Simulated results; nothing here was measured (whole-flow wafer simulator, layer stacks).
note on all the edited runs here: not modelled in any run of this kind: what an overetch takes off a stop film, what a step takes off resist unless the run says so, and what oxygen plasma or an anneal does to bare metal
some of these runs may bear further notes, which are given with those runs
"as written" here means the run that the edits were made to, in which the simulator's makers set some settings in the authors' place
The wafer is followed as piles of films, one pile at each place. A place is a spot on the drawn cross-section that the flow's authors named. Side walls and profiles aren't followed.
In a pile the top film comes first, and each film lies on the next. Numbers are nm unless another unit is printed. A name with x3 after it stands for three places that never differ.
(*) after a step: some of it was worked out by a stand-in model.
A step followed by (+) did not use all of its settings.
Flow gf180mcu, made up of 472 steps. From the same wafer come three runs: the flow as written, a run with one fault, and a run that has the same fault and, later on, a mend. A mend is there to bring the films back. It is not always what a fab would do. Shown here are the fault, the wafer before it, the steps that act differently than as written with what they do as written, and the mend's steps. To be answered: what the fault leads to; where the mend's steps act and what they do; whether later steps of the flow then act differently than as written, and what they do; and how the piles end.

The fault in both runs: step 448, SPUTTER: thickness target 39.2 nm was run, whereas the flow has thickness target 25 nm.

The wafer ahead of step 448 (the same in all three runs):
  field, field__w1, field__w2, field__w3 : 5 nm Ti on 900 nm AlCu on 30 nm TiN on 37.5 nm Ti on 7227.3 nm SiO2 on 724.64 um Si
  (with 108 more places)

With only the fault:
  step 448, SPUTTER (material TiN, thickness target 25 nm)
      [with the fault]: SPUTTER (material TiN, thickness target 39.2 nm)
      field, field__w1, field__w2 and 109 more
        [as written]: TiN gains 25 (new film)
        [with the fault]: TiN gains 39.2 (new film)
  Steps later in the flow that act otherwise than as written (not shown: 4 more steps that differ only slightly, by at most 2% or 0.5 nm, whichever is larger):
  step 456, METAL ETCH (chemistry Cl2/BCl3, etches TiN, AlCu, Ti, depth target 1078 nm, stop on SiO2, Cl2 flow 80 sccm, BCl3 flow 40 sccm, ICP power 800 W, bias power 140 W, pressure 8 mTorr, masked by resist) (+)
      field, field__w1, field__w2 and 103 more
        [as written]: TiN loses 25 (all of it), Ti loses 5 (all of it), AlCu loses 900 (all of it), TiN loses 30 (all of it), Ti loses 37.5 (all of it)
        [with the fault]: TiN loses 39.2 (all of it), Ti loses 5 (all of it), AlCu loses 900 (all of it), TiN loses 30 (all of it), Ti loses 37.5 (all of it)
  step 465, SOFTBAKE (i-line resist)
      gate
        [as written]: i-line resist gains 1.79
        [with the fault]: i-line resist loses 0.23
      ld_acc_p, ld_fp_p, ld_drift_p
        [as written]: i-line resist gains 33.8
        [with the fault]: i-line resist gains 27.5
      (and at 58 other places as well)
  By the end, the piles at field__w8, contact, m1, m1__w1, pad, m1_nw depart from the flow's by more than 2% or 0.5 nm, whichever is larger.
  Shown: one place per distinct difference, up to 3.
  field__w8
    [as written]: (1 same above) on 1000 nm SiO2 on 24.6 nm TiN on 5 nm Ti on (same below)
    [with the fault]: (1 same above) on 1000 nm SiO2 on 38.8 nm TiN on 5 nm Ti on (same below)
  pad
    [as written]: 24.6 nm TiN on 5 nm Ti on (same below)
    [with the fault]: 38.8 nm TiN on 5 nm Ti on (same below)

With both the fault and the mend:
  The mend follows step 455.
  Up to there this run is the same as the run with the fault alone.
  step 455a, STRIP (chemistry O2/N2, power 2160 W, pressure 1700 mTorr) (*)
      field__w8, contact, m1, m1__w1, pad, m1_nw
        resist loses 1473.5 (all of it)
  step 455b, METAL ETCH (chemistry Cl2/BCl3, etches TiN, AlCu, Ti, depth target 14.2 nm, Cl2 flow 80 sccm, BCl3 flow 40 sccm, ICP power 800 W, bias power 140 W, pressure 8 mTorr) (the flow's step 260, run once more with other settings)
      field, field__w1, field__w2 and 109 more
        TiN loses 14.2
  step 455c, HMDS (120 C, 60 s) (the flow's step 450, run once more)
      does not change any film at any place that is followed
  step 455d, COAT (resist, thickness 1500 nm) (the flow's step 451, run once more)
      field, field__w1, field__w2 and 109 more
        resist gains 1500 (new film)
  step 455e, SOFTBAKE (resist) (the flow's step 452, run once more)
      does not change any film at any place that is followed
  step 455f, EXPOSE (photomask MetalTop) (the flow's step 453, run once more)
      does not change any film at any place that is followed
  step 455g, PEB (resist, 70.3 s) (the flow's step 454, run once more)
      field, field__w1, field__w2 and 109 more
        resist loses 26.5
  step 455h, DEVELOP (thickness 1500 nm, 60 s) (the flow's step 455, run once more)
      field, field__w1, field__w2 and 103 more
        resist loses 1473.5 (all of it)
  Every later step of the flow that is run acts as written at every place that is followed.
  At every place that both follow, the piles at the end match the flow's.
